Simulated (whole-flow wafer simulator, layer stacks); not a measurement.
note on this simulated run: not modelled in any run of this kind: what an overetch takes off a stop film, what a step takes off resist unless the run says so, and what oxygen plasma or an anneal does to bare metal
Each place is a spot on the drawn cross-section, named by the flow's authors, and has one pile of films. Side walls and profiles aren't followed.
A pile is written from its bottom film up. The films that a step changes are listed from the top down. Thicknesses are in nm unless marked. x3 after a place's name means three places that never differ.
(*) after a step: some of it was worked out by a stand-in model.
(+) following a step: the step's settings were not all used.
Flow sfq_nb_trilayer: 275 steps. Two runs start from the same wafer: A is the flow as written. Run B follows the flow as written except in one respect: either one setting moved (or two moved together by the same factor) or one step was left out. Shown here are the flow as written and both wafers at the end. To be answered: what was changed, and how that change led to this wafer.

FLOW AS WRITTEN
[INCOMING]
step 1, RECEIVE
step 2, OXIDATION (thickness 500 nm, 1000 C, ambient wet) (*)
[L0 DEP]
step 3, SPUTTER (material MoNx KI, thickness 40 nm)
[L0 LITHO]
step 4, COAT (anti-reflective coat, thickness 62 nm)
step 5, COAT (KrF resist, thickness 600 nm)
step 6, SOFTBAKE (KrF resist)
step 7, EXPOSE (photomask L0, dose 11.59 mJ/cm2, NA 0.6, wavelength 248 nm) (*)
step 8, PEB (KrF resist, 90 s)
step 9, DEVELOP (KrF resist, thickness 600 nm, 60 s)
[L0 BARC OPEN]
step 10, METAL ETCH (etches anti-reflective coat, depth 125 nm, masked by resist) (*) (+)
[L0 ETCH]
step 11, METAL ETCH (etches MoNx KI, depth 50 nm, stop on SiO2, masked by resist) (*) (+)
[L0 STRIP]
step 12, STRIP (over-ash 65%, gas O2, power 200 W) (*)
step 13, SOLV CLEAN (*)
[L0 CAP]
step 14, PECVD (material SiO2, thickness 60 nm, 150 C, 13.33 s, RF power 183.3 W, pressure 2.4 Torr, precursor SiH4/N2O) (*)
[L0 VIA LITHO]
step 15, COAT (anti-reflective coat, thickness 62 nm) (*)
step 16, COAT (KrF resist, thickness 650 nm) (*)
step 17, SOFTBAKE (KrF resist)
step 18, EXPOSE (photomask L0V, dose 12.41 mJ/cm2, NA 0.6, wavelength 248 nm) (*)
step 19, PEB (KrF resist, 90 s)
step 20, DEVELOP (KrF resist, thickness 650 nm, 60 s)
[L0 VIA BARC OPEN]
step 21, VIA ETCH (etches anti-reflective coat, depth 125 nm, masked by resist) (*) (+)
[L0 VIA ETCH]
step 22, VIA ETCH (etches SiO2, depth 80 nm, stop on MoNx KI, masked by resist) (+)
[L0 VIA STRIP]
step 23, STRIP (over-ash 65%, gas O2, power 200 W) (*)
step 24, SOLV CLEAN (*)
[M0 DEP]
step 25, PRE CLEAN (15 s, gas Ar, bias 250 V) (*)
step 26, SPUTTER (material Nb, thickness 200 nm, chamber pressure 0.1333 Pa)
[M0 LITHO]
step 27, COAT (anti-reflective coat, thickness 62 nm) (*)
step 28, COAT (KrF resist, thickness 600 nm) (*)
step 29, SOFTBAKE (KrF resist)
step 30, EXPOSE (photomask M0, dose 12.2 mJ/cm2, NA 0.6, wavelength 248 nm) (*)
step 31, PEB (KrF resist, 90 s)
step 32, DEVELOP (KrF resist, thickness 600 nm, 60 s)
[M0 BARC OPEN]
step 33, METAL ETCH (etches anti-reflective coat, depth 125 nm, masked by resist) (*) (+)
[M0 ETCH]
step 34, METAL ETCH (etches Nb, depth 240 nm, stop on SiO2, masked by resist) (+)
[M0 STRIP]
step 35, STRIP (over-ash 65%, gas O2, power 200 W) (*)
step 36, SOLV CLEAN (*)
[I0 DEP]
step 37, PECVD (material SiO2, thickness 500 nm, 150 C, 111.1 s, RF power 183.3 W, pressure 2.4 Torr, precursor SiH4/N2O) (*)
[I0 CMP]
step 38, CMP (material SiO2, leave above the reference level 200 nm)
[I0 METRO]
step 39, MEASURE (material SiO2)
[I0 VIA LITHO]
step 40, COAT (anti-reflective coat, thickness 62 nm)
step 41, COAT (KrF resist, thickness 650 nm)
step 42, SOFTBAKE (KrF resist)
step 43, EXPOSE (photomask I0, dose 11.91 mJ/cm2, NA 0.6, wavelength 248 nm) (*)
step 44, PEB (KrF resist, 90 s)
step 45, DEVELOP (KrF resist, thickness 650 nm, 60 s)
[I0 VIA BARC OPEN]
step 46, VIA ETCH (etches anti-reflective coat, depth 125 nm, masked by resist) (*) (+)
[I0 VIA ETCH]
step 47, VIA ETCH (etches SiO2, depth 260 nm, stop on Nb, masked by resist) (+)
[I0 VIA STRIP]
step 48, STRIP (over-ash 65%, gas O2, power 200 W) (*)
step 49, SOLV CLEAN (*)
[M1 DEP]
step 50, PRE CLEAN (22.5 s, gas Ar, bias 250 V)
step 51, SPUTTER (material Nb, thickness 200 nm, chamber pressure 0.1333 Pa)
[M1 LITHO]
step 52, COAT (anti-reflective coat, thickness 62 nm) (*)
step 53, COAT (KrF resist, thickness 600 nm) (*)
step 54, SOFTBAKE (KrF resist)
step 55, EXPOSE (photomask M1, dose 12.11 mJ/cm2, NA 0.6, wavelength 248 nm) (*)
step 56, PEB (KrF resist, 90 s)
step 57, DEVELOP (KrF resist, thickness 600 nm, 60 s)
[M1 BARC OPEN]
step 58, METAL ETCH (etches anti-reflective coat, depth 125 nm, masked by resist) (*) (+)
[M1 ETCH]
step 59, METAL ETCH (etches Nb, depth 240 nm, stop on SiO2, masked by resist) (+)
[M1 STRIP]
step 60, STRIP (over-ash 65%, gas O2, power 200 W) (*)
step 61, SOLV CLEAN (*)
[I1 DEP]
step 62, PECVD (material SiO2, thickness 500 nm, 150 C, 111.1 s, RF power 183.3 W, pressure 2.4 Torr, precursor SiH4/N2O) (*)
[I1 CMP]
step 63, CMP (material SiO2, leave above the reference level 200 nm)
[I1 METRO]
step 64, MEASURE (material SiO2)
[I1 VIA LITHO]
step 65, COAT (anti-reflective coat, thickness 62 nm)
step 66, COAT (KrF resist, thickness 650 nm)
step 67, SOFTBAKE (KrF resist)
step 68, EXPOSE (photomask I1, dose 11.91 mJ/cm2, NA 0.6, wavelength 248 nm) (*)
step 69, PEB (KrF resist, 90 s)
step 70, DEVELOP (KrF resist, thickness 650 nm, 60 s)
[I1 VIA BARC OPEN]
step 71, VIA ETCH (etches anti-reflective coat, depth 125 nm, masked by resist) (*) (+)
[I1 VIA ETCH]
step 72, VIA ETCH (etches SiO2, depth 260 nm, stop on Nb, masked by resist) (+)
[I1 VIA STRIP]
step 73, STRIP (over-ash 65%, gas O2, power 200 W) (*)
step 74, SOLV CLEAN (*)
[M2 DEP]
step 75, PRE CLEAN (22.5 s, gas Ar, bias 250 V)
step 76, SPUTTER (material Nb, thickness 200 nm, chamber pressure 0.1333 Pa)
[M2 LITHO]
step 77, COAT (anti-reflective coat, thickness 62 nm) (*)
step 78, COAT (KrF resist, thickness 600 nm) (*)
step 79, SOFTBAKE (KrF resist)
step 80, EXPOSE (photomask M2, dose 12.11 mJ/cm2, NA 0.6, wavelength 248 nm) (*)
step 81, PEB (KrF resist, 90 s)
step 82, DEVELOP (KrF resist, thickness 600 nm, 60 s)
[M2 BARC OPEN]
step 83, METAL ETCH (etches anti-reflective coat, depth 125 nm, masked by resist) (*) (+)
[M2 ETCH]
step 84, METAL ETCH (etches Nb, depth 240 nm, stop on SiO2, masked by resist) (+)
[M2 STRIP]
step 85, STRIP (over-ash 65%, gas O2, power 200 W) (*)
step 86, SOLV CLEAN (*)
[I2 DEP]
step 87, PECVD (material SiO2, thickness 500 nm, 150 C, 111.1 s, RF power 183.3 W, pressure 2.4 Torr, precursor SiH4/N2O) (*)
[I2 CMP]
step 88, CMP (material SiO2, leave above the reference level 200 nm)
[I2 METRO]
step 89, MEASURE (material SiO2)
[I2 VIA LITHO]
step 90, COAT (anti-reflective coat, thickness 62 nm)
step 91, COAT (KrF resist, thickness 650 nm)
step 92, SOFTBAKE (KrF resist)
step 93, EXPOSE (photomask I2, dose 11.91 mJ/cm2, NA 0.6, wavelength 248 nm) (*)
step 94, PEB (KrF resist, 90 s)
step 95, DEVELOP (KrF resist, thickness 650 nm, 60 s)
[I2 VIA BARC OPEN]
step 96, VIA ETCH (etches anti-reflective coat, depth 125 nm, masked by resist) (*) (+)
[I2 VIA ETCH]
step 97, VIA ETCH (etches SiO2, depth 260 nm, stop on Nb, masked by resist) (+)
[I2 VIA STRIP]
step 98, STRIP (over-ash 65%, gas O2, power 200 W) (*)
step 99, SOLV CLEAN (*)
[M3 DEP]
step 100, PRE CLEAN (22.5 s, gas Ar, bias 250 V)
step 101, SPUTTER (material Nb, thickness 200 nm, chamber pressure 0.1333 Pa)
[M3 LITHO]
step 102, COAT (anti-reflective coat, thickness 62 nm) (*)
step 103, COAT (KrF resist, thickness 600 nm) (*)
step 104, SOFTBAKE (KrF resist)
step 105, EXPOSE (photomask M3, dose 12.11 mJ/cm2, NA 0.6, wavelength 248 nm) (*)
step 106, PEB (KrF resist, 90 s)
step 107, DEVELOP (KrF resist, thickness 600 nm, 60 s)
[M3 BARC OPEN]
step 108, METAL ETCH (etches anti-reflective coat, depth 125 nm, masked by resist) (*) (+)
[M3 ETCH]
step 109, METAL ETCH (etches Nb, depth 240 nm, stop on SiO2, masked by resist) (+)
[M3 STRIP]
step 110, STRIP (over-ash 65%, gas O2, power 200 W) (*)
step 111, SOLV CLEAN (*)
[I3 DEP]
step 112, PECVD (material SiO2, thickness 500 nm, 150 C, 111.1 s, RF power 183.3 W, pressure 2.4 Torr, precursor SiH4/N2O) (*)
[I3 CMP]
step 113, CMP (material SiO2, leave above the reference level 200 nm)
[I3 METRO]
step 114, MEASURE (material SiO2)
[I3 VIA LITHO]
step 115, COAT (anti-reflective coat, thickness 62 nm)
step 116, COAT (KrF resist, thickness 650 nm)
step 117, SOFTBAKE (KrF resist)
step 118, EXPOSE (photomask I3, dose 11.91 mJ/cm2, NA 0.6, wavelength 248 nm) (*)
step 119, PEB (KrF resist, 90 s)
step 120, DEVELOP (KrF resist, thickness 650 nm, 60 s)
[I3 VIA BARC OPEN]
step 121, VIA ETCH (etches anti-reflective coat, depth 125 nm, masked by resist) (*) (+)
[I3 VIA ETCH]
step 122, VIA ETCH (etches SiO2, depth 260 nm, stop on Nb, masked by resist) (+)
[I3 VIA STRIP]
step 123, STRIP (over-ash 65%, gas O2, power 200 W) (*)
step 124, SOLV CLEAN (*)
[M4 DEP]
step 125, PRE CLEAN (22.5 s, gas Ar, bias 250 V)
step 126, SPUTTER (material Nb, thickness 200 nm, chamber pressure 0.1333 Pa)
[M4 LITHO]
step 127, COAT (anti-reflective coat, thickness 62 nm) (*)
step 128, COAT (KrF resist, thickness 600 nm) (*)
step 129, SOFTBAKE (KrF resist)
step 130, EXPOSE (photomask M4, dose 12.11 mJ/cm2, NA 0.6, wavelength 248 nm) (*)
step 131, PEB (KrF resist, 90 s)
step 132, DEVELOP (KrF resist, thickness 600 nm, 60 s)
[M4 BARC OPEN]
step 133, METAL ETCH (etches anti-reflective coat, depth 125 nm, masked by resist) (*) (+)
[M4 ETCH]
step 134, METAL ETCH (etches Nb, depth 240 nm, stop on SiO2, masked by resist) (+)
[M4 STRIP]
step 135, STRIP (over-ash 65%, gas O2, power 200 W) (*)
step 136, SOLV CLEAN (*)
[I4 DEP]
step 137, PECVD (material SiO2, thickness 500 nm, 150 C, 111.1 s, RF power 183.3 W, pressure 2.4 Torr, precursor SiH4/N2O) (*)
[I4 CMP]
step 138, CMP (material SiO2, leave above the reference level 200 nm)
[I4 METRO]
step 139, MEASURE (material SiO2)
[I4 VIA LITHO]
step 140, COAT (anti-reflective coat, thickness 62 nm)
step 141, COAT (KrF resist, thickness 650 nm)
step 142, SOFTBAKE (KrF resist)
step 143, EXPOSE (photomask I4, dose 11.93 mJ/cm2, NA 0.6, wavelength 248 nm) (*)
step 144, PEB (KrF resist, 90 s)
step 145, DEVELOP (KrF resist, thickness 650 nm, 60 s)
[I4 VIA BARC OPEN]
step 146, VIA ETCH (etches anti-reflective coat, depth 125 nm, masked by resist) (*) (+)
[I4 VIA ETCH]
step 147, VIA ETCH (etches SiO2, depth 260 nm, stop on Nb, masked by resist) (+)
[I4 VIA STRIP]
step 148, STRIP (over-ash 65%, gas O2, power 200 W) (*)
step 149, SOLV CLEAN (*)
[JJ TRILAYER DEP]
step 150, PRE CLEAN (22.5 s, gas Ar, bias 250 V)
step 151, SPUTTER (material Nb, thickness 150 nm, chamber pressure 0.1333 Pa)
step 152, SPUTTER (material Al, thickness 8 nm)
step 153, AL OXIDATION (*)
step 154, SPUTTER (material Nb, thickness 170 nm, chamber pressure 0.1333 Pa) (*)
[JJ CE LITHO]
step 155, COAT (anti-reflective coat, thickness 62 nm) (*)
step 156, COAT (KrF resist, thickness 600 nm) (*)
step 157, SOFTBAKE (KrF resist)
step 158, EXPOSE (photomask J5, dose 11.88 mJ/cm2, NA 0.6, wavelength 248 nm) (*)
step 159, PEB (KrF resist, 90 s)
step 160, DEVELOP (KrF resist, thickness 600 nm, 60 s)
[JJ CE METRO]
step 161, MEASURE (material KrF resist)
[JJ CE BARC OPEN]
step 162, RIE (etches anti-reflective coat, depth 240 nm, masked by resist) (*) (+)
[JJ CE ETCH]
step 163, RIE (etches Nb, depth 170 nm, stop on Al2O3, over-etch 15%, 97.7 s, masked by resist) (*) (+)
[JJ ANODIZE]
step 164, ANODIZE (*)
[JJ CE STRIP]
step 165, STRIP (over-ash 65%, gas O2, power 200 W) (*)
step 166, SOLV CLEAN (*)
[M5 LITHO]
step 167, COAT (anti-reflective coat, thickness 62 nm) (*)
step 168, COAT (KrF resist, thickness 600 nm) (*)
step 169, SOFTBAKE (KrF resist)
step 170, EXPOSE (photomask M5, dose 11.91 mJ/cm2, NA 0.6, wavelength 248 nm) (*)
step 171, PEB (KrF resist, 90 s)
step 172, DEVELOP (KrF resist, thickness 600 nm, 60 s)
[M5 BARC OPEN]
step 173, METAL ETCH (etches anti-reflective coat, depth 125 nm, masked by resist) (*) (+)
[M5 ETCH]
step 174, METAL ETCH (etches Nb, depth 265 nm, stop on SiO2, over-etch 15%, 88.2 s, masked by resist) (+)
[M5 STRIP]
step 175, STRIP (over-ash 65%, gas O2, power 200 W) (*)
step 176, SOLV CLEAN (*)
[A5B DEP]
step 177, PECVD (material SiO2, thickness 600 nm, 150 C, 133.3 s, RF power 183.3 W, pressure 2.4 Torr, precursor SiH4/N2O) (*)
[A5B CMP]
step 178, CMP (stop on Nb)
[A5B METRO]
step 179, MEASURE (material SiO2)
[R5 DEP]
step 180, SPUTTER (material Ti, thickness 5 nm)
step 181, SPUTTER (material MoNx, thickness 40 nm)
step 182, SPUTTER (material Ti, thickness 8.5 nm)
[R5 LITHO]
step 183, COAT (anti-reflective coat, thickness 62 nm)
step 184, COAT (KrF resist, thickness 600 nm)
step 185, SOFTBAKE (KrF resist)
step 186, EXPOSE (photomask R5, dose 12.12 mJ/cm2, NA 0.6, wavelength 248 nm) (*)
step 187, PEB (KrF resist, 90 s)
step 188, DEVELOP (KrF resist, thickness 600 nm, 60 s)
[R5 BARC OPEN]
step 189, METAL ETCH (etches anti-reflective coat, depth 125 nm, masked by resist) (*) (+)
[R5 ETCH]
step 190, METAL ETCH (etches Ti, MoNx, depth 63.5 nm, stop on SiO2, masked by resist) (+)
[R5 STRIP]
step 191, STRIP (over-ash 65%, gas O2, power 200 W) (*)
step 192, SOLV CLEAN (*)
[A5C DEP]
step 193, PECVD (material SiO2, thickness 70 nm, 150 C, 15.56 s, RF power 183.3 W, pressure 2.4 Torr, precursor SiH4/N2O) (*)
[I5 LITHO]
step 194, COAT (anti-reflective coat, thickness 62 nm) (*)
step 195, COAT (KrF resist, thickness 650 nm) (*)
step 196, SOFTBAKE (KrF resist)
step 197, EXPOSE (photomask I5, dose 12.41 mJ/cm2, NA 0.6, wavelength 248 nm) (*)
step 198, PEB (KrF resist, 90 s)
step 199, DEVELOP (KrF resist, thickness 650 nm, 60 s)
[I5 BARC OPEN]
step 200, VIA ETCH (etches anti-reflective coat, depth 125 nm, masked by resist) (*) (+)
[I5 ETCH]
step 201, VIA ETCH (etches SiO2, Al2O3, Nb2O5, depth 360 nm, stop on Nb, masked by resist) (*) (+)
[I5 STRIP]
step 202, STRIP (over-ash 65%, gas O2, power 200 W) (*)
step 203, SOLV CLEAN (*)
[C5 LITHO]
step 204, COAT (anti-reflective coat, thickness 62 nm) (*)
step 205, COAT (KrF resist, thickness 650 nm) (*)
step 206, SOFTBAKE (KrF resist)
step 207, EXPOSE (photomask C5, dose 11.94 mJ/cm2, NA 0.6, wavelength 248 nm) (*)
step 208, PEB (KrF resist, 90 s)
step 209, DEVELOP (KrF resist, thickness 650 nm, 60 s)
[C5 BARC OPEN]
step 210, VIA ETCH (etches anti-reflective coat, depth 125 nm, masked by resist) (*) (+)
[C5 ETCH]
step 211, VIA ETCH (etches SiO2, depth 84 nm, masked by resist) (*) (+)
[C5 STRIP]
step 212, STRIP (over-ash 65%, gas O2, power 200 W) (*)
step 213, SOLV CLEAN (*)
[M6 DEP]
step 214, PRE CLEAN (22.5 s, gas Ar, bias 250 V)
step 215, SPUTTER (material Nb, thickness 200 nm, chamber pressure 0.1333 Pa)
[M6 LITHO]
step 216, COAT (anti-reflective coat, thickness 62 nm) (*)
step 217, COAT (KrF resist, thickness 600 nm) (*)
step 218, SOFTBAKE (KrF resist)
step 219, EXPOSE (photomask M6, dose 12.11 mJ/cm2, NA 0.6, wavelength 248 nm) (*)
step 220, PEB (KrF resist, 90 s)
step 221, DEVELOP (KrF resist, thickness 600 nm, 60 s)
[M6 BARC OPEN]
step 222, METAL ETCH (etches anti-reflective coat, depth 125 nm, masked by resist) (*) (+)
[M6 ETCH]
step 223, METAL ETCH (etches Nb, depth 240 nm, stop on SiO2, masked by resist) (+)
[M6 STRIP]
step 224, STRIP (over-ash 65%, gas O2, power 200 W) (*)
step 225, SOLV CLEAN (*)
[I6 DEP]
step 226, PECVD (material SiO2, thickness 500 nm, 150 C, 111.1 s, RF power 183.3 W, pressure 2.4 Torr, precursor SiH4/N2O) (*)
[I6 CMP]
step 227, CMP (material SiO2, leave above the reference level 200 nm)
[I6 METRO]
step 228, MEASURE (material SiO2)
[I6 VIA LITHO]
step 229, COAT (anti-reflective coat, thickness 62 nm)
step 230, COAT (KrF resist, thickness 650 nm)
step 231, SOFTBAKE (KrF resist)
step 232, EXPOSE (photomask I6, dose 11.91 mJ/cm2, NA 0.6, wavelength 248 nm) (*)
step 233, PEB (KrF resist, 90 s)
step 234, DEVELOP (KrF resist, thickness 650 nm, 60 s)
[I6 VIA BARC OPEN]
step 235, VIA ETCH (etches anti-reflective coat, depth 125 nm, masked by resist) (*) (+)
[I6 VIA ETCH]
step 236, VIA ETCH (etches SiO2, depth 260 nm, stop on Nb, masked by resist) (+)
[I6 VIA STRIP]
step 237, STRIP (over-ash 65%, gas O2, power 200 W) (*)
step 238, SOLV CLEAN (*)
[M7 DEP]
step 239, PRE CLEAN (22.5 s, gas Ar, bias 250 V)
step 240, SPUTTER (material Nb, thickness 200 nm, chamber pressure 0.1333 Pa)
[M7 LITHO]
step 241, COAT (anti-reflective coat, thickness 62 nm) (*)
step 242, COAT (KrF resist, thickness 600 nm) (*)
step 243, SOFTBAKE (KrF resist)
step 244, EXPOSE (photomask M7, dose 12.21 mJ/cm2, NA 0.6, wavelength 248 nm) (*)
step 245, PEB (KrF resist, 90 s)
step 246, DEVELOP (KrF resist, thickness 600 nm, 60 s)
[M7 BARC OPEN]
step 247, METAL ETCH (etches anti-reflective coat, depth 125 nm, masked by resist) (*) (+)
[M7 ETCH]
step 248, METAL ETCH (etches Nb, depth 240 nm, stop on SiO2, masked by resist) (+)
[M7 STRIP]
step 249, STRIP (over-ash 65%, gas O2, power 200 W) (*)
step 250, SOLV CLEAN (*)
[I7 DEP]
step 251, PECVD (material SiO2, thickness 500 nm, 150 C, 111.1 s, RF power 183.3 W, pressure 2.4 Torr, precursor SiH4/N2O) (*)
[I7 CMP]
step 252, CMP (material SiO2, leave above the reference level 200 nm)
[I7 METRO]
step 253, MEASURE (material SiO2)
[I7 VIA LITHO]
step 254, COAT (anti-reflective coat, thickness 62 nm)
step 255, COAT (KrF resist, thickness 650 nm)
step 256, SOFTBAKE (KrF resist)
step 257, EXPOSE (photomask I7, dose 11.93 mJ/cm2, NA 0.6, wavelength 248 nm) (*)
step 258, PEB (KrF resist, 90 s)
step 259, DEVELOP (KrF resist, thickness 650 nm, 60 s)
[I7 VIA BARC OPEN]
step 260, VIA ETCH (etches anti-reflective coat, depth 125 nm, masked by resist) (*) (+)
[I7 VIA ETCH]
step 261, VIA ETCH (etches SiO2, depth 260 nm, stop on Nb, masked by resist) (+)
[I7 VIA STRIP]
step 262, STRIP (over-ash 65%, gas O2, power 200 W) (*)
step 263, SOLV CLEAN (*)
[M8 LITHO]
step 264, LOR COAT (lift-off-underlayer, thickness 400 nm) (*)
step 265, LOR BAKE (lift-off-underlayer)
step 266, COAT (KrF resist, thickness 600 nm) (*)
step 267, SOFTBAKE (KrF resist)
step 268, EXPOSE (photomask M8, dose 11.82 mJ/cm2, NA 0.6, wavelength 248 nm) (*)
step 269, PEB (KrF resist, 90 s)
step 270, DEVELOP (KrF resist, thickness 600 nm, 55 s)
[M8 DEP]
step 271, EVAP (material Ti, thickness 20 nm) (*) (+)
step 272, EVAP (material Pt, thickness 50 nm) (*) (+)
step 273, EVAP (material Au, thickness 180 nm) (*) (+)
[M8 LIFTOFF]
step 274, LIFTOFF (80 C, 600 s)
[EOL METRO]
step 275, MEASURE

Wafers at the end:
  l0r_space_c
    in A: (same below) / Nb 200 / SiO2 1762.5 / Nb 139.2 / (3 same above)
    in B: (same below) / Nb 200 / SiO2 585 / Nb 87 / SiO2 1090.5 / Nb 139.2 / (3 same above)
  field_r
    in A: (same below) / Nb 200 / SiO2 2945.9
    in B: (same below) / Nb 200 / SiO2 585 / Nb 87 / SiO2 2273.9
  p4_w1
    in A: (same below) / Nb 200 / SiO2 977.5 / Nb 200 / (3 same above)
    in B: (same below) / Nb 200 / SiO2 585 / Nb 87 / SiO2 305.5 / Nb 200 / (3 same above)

Cause: step 84, METAL ETCH: depth 113 nm was run, while the flow as written has depth 240 nm.

How this came from the change, step by step:
  step 84, METAL ETCH (etches Nb, depth 240 nm, stop on SiO2, masked by resist) (+)
      field_l, be, be_sur and 81 more: A -200 Nb (all of it) | B -113 Nb
      v_sur, via_wl, via_w and 19 more: A -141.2 KrF resist | B -66.5 KrF resist
  step 85, STRIP (over-ash 65%, gas O2, power 200 W) (*)
      wl_j_sl, wl_jj, wl_j_sr and 12 more: A -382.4 KrF resist (all of it), -62 anti-reflective coat (all of it) | B -457.1 KrF resist (all of it), -62 anti-reflective coat (all of it)
      v_sur: A -380 KrF resist (all of it), -61.4 anti-reflective coat (all of it) | B -454.7 KrF resist (all of it), -61.4 anti-reflective coat (all of it)
      (also at 6 further places)
  step 87, PECVD (material SiO2, thickness 500 nm, 150 C, 111.1 s, RF power 183.3 W, pressure 2.4 Torr, precursor SiH4/N2O) (*)
      field_l, be, be_sur and 81 more: A +500 SiO2 | B +500 SiO2 (new film)
  step 88, CMP (material SiO2, leave above the reference level 200 nm)
      field_l, be, be_sur and 81 more: A -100 SiO2 | B -187 SiO2
If metal films that touch count as one body, l0r_space_c has 3 bodies (between them, from the top down: SiO2 1090.5; SiO2 585); the flow as written gives 2 bodies (between them, from the top down: SiO2 1762.5).
If metal films that touch count as one body, field_r has 2 bodies (between them, from the top down: SiO2 585); the flow as written gives 1 body.
If metal films that touch count as one body, p4_w1 has 4 bodies (between them, from the top down: SiO2 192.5; SiO2 305.5; SiO2 585); the flow as written gives 3 bodies (between them, from the top down: SiO2 192.5; SiO2 977.5).
